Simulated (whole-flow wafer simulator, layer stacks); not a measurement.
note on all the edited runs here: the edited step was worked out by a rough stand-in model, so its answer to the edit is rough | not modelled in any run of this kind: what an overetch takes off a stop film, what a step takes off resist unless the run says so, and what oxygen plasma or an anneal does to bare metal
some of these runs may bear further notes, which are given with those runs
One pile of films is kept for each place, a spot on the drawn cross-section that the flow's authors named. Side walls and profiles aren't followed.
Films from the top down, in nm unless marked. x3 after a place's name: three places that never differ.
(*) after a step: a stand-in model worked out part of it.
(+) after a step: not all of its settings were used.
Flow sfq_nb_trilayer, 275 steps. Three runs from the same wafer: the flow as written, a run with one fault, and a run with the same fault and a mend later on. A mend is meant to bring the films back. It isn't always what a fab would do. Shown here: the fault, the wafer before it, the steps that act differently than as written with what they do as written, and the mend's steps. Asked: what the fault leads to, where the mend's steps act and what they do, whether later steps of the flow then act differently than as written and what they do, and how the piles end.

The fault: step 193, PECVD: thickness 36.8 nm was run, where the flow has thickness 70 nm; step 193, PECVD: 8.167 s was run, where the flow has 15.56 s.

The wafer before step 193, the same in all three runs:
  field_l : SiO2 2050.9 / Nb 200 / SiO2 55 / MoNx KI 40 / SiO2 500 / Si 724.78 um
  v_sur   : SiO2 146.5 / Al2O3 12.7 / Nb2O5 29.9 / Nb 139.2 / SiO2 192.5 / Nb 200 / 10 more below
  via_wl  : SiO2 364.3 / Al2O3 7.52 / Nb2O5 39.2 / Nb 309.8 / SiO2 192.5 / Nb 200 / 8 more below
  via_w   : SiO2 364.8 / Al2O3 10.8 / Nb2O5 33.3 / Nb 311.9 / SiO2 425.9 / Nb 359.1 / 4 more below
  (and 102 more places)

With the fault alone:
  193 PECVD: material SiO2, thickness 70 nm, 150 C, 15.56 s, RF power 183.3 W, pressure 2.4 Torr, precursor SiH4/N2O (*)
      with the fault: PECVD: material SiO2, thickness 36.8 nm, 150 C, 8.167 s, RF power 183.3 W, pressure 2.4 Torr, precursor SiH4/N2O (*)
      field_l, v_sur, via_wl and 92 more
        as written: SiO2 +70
        with the fault: SiO2 +36.8
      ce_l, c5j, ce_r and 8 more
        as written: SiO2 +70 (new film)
        with the fault: SiO2 +36.8 (new film)
  Later steps of the flow that act differently than as written (10 more steps differ only slightly, by at most 2% or 0.5 nm, whichever is larger, and aren't shown):
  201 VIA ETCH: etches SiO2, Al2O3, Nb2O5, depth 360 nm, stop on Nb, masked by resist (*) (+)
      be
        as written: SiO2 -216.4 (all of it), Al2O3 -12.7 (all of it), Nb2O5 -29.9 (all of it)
        with the fault: SiO2 -183.2 (all of it), Al2O3 -12.7 (all of it), Nb2O5 -29.9 (all of it)
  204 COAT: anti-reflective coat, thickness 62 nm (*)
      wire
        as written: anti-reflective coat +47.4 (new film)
        with the fault: anti-reflective coat +48.4 (new film)
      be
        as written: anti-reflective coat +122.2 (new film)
        with the fault: anti-reflective coat +117.2 (new film)
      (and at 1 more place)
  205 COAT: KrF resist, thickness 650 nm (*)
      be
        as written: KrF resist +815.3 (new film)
        with the fault: KrF resist +791.6 (new film)
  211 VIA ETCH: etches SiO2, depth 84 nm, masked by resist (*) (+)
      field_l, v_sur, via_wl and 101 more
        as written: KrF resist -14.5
        with the fault: KrF resist -9.48
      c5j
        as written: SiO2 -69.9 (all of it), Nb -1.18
        with the fault: SiO2 -36.7 (all of it), Nb -1.52
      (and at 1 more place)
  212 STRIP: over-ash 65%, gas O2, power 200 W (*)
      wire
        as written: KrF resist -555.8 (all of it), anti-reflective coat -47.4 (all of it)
        with the fault: KrF resist -562.6 (all of it), anti-reflective coat -48.4 (all of it)
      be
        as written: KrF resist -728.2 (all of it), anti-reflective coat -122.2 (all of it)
        with the fault: KrF resist -709.4 (all of it), anti-reflective coat -117.2 (all of it)
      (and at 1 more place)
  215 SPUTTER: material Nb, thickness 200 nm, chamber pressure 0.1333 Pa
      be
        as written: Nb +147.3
        with the fault: Nb +155
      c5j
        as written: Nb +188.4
        with the fault: Nb +196.8
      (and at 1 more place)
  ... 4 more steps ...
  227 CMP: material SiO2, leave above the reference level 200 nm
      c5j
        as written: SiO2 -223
        with the fault: SiO2 -249.5
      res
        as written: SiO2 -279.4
        with the fault: SiO2 -319.7
  At the end the piles differ from the flow's by more than 2% or 0.5 nm, whichever is larger, at v_sur, via_wl, via_w and 79 more.
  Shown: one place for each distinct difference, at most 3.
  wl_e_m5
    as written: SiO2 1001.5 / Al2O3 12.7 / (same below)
    with the fault: SiO2 968.3 / Al2O3 12.7 / (same below)
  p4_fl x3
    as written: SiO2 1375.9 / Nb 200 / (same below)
    with the fault: SiO2 1342.7 / Nb 200 / (same below)
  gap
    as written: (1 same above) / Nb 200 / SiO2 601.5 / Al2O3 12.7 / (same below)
    with the fault: (1 same above) / Nb 200 / SiO2 568.3 / Al2O3 12.7 / (same below)

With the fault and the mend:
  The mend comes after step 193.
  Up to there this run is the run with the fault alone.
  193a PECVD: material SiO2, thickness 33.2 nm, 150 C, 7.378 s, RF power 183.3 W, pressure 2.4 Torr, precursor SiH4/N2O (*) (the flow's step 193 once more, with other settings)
      field_l, v_sur, via_wl and 103 more
        SiO2 +33.2
  No later step of the flow acts differently than as written, at any place that is followed, by more than 2% or 0.5 nm, whichever is larger.
  At the end the piles are the same as the flow's at every place that both follow.
